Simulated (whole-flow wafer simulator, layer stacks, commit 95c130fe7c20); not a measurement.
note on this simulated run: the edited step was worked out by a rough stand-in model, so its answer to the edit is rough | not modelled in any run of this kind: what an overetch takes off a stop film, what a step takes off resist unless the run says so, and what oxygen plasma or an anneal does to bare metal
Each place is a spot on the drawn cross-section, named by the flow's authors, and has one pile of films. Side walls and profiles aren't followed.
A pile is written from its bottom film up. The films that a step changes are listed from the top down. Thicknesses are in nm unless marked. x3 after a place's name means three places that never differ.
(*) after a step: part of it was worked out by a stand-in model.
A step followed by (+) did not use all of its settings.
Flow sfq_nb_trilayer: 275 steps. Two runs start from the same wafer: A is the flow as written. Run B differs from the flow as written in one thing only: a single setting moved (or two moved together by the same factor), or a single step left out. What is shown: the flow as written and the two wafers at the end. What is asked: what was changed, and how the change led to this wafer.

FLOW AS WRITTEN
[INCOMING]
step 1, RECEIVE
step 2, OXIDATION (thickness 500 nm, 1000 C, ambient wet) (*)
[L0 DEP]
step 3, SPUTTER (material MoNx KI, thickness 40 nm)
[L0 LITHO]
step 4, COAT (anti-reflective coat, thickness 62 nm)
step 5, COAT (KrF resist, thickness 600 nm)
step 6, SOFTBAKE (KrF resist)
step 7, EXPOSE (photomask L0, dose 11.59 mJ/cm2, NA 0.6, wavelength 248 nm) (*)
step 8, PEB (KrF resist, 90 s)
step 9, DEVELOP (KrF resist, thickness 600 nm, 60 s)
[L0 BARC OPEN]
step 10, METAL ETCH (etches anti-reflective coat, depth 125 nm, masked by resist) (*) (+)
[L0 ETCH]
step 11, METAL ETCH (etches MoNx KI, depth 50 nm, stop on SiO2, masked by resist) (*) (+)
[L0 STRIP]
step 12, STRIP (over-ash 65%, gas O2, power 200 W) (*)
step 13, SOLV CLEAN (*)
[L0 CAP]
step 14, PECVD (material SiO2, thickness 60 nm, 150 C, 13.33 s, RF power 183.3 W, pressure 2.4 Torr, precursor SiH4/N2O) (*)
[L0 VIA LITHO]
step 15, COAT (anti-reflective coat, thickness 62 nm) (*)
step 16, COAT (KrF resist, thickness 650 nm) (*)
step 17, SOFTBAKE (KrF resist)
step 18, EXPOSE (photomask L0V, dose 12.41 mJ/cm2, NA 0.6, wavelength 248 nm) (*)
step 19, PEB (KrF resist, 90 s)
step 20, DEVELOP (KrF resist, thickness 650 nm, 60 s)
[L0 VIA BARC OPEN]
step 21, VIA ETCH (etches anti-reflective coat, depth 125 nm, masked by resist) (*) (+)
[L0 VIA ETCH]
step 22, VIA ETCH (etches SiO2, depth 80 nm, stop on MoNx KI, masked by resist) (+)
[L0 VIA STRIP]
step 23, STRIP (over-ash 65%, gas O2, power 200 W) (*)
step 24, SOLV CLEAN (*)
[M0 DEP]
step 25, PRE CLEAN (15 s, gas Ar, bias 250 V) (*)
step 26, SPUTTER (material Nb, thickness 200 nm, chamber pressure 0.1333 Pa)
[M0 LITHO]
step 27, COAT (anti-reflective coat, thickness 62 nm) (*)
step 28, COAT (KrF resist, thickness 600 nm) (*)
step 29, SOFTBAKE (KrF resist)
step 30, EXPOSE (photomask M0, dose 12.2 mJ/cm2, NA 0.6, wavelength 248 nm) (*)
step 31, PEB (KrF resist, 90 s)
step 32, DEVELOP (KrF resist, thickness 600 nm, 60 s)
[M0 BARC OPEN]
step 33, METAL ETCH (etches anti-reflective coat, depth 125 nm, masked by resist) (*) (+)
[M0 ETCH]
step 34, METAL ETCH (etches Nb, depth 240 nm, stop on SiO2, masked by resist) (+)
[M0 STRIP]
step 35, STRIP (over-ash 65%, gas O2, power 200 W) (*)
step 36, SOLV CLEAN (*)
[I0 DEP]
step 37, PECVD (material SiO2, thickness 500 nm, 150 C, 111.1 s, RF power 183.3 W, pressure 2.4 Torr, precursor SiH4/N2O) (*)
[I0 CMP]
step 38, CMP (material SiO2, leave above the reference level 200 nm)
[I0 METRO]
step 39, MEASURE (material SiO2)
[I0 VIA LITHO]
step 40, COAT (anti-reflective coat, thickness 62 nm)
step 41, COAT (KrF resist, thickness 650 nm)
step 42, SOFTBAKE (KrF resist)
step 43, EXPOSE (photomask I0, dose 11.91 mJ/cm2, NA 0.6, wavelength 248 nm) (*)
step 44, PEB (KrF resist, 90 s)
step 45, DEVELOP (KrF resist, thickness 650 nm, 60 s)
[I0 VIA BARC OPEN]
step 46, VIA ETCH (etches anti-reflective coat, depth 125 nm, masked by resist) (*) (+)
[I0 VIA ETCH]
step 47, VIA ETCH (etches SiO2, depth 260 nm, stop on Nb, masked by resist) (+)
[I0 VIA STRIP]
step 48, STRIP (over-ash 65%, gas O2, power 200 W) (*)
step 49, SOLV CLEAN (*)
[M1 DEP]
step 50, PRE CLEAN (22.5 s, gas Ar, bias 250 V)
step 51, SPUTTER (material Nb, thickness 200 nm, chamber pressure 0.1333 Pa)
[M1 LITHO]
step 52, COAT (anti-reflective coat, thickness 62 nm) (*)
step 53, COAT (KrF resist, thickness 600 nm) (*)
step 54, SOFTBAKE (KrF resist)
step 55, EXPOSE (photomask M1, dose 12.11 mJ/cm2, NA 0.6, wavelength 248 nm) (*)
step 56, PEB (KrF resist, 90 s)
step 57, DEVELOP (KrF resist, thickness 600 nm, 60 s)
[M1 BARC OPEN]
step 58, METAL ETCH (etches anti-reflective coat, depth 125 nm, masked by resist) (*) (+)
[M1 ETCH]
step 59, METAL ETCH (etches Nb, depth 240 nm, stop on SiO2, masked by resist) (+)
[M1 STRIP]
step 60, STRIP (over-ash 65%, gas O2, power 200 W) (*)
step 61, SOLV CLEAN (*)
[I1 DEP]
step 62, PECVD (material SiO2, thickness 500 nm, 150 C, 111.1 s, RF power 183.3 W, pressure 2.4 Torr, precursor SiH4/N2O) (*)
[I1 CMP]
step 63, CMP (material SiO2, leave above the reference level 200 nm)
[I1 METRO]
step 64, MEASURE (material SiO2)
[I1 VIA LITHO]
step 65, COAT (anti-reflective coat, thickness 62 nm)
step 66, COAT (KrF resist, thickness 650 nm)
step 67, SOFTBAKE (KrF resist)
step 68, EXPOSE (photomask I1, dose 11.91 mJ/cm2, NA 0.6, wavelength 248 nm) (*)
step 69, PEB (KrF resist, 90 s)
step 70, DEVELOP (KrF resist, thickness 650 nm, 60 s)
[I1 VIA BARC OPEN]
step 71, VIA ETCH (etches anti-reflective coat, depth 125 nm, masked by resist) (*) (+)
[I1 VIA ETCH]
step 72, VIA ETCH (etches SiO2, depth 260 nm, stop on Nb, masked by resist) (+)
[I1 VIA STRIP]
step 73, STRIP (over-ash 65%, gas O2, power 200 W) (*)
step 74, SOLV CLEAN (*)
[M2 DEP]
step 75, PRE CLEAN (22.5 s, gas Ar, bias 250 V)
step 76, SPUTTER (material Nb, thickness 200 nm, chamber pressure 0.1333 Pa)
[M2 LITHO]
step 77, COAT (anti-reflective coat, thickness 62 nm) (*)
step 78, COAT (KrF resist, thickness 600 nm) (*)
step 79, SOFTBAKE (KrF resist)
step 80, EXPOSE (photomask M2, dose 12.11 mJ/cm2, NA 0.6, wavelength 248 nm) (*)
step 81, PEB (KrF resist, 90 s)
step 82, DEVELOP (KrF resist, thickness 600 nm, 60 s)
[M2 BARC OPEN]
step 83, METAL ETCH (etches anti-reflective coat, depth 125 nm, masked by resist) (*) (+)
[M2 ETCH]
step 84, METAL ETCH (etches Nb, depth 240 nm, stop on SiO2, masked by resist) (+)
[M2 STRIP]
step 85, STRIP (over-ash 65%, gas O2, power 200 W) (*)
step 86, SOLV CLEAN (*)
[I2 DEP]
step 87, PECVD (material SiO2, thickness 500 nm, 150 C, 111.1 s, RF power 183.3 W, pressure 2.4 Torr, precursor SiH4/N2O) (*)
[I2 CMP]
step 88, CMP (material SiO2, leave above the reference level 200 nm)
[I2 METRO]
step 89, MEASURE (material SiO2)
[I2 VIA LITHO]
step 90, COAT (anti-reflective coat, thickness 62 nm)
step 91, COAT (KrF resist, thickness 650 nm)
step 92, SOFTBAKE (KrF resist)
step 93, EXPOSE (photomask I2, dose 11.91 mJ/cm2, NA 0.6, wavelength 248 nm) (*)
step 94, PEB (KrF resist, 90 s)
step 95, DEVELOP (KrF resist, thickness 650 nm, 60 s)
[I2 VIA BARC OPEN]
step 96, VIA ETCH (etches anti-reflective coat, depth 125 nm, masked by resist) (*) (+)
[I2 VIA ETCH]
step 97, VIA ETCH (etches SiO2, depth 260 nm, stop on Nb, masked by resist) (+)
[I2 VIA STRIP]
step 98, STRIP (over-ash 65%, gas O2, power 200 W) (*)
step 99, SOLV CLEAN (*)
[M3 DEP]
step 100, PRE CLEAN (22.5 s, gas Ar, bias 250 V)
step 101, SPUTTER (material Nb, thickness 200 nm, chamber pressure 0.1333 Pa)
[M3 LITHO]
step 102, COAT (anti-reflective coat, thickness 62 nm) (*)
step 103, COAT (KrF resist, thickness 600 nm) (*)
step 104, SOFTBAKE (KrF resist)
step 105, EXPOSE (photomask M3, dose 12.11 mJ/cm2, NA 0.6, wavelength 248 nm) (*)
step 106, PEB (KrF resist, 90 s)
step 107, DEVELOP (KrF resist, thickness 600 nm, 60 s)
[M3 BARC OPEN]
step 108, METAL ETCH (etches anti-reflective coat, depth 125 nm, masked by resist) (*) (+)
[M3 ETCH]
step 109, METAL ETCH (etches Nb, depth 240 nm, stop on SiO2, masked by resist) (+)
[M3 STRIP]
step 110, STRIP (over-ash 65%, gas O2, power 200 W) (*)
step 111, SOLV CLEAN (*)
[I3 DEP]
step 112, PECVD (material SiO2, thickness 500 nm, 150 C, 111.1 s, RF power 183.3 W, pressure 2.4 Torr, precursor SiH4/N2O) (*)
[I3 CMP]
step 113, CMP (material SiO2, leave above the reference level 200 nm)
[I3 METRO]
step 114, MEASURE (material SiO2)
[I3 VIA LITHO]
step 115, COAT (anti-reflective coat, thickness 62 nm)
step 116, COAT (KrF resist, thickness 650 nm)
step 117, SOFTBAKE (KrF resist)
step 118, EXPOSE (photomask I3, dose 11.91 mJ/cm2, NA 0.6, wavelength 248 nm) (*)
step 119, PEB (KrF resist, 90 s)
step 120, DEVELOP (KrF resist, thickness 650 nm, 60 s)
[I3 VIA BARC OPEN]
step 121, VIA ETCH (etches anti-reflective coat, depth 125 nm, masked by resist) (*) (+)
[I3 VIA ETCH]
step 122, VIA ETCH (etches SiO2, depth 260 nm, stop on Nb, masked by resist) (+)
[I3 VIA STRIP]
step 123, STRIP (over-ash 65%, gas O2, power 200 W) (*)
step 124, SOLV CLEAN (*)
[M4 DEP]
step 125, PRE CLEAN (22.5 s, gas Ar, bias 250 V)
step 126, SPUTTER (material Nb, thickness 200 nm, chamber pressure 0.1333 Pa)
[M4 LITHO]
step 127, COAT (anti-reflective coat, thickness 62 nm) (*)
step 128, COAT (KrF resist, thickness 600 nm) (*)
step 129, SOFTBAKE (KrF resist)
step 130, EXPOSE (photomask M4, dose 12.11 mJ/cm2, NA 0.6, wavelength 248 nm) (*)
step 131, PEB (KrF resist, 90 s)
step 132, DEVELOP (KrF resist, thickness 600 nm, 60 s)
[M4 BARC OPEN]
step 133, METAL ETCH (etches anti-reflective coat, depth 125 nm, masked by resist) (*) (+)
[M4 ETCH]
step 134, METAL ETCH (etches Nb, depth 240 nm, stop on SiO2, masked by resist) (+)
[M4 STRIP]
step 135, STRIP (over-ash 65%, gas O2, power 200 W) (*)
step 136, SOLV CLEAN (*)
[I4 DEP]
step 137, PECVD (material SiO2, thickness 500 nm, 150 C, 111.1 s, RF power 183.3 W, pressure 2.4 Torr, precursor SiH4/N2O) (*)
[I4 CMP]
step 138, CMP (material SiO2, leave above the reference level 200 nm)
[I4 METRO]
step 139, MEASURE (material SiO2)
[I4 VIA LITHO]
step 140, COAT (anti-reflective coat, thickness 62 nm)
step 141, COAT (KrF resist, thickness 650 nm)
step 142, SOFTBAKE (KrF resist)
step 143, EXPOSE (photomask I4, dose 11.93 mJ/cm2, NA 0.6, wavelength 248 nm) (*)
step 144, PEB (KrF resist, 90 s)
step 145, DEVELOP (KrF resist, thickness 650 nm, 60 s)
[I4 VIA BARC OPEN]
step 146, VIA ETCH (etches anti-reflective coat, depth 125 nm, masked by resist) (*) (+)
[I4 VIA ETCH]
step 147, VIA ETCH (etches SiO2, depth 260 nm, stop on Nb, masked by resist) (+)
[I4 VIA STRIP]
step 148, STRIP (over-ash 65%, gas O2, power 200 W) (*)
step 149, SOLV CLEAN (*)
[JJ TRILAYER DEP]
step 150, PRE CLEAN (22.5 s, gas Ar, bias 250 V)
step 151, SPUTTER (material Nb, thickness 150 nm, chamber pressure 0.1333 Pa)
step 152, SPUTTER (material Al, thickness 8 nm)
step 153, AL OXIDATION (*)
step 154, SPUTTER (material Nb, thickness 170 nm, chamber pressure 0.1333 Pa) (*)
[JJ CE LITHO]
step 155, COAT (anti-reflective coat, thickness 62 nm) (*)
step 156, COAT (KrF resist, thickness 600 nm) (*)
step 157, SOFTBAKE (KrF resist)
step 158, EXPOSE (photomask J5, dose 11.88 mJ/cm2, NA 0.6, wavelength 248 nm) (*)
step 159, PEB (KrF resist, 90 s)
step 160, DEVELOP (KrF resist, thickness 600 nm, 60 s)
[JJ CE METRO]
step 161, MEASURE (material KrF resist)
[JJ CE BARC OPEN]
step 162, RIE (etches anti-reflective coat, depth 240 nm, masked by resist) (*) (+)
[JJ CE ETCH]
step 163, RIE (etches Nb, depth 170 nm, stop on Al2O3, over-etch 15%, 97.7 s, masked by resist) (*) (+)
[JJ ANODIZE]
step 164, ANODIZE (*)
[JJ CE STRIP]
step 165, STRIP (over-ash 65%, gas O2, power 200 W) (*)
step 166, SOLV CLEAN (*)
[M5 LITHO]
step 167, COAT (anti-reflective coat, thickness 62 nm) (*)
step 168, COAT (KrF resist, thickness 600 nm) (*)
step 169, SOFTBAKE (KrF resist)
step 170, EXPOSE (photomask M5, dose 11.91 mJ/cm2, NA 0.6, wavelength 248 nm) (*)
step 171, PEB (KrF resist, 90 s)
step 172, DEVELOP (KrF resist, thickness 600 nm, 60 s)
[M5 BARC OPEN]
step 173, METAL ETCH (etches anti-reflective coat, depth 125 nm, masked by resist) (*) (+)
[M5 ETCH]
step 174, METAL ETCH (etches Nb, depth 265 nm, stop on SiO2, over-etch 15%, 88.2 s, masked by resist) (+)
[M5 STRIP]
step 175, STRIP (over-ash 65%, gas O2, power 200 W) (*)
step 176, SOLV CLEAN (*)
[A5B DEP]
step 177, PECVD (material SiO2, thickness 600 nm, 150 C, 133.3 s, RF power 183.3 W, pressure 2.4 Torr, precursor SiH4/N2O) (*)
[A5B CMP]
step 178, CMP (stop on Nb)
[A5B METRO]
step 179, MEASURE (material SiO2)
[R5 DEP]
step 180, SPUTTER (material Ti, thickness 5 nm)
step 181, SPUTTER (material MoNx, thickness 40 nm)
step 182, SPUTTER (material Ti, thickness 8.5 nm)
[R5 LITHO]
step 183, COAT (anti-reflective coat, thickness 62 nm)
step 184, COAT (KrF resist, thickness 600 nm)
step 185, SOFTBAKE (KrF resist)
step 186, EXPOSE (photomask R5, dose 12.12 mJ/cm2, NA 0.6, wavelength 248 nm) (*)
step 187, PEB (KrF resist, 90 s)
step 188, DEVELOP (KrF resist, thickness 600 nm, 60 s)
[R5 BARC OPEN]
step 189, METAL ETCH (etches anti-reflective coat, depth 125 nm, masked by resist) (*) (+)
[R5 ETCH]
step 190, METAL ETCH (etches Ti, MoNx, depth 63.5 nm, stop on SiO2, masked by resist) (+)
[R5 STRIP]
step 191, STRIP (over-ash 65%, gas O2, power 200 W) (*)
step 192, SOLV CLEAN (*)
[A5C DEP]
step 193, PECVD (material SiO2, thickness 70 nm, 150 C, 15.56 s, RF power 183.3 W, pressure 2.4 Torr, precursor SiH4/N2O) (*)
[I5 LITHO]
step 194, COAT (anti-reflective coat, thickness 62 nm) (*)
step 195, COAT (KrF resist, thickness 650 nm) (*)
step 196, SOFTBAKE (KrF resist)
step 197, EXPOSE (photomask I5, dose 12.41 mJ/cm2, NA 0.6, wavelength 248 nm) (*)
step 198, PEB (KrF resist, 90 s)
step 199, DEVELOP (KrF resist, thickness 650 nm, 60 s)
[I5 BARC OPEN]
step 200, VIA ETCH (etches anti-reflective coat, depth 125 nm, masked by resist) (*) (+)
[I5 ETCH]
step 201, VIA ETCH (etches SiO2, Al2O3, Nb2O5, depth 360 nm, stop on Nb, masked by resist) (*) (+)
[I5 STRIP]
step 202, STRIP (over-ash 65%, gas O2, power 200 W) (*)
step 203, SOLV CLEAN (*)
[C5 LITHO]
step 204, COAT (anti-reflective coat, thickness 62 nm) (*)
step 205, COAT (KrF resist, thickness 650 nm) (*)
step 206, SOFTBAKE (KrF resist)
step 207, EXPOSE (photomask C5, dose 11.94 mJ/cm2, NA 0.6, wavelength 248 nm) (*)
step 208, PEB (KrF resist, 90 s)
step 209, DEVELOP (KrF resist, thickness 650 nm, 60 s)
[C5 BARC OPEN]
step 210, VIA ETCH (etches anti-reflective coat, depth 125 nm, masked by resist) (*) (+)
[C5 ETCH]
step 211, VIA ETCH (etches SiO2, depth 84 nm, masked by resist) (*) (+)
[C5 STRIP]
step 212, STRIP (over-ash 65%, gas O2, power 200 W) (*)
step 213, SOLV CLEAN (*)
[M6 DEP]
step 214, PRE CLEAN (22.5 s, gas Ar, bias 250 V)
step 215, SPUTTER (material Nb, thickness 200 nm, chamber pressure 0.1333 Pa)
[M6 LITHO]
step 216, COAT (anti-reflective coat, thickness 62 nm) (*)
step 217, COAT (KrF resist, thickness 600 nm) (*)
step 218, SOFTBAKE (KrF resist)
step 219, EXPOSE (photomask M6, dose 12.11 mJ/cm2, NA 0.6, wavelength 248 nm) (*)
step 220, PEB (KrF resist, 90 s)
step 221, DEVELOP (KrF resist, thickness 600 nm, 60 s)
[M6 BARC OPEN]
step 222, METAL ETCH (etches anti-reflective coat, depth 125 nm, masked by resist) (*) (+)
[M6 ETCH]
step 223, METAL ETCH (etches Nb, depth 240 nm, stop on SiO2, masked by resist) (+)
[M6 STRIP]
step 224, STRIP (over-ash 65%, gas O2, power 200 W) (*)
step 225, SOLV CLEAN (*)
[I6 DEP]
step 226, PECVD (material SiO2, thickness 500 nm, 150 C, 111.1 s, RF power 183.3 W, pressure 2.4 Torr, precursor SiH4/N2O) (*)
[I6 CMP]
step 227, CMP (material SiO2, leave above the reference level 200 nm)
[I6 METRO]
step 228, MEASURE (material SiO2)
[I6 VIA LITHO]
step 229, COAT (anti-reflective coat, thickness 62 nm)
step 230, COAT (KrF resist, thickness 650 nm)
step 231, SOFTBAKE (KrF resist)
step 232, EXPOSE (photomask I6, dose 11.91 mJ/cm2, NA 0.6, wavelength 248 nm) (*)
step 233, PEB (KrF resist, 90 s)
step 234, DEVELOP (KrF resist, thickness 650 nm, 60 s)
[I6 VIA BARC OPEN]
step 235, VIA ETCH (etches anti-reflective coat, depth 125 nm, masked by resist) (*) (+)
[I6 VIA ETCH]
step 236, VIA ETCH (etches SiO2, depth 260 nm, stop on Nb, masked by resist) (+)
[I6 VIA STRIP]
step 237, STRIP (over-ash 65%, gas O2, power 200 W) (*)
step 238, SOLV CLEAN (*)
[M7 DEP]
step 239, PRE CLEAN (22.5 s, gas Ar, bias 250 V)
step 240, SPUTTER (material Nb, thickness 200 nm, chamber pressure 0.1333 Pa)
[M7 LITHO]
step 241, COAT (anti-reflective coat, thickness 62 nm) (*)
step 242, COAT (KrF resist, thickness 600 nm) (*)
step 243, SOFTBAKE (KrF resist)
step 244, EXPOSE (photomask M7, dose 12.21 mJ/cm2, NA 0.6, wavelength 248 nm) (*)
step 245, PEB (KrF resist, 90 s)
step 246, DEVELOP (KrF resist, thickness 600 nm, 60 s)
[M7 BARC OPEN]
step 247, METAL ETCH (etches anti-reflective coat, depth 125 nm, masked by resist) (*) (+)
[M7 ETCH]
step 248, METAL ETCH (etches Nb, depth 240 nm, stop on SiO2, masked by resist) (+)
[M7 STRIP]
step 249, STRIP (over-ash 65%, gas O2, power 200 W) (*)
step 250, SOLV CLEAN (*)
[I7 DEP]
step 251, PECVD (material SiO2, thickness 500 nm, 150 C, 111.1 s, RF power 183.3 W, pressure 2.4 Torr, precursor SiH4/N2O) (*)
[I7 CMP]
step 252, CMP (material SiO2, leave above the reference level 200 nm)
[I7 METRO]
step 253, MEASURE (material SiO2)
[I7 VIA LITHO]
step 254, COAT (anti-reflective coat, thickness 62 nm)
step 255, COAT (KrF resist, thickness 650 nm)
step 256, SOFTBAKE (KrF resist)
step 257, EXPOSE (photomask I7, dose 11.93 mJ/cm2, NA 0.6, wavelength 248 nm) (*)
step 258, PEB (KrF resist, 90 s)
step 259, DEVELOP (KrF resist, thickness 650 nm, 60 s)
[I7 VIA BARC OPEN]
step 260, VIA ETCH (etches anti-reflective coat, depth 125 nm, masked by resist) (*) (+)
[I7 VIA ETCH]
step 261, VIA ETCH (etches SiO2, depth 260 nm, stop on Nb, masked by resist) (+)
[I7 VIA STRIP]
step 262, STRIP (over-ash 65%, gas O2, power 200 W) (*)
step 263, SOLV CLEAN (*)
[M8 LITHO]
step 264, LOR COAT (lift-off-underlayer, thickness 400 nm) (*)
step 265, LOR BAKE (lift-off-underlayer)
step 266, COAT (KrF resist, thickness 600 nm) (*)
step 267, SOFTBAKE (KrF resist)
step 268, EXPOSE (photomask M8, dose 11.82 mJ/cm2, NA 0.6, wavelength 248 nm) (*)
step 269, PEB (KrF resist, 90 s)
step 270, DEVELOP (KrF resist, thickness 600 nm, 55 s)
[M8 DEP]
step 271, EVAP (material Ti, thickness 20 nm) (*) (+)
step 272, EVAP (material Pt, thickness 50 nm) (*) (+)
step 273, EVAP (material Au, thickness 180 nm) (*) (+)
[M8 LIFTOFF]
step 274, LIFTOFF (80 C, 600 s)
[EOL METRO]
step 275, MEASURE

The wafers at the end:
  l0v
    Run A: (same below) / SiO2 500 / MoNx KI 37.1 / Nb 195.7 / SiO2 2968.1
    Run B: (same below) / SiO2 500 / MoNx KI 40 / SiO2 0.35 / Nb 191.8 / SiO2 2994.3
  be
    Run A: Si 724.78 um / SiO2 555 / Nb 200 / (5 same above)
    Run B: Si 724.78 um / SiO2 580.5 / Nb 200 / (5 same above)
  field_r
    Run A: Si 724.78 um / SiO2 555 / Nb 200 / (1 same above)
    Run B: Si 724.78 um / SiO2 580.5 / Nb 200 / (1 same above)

What caused this: step 14, PECVD: thickness 85.5 nm was run, whereas the flow has thickness 60 nm; step 14, PECVD: 19 s was run, where the flow has 13.33 s.

The path from the change to this, step by step:
  step 14, PECVD (material SiO2, thickness 60 nm, 150 C, 13.33 s, RF power 183.3 W, pressure 2.4 Torr, precursor SiH4/N2O) (*)
      v_sur, via_wl, via_w and 97 more: A +60 SiO2 | B +85.5 SiO2
      field_l, l0_sur, l0v, l0r_line_l, l0r_line_c, l0r_line_r: A +60 SiO2 (new film) | B +85.5 SiO2 (new film)
  step 22, VIA ETCH (etches SiO2, depth 80 nm, stop on MoNx KI, masked by resist) (+)
      l0v: A -59.8 SiO2 (all of it) | B -80 SiO2
  step 25, PRE CLEAN (15 s, gas Ar, bias 250 V) (*)
      l0v: A -2.91 MoNx KI | B -5 SiO2
  step 27, COAT (anti-reflective coat, thickness 62 nm) (*)
      l0_sur: A +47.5 anti-reflective coat (new film) | B +45.9 anti-reflective coat (new film)
      l0v: A +78 anti-reflective coat (new film) | B +83.5 anti-reflective coat (new film)
  step 28, COAT (KrF resist, thickness 600 nm) (*)
      l0v: A +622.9 KrF resist (new film) | B +637.9 KrF resist (new film)
  step 35, STRIP (over-ash 65%, gas O2, power 200 W) (*)
      l0_sur: A -372 KrF resist (all of it), -47.5 anti-reflective coat (all of it) | B -369.5 KrF resist (all of it), -45.9 anti-reflective coat (all of it)
      l0v: A -405.3 KrF resist (all of it), -78 anti-reflective coat (all of it) | B -420.2 KrF resist (all of it), -83.5 anti-reflective coat (all of it)
  step 38, CMP (material SiO2, leave above the reference level 200 nm)
      l0v: A -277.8 SiO2 | B -251.6 SiO2
If metal films that touch count as one body, l0v has 2 bodies (between them, from the top down: SiO2 0.35); the flow as written gives 1 body.
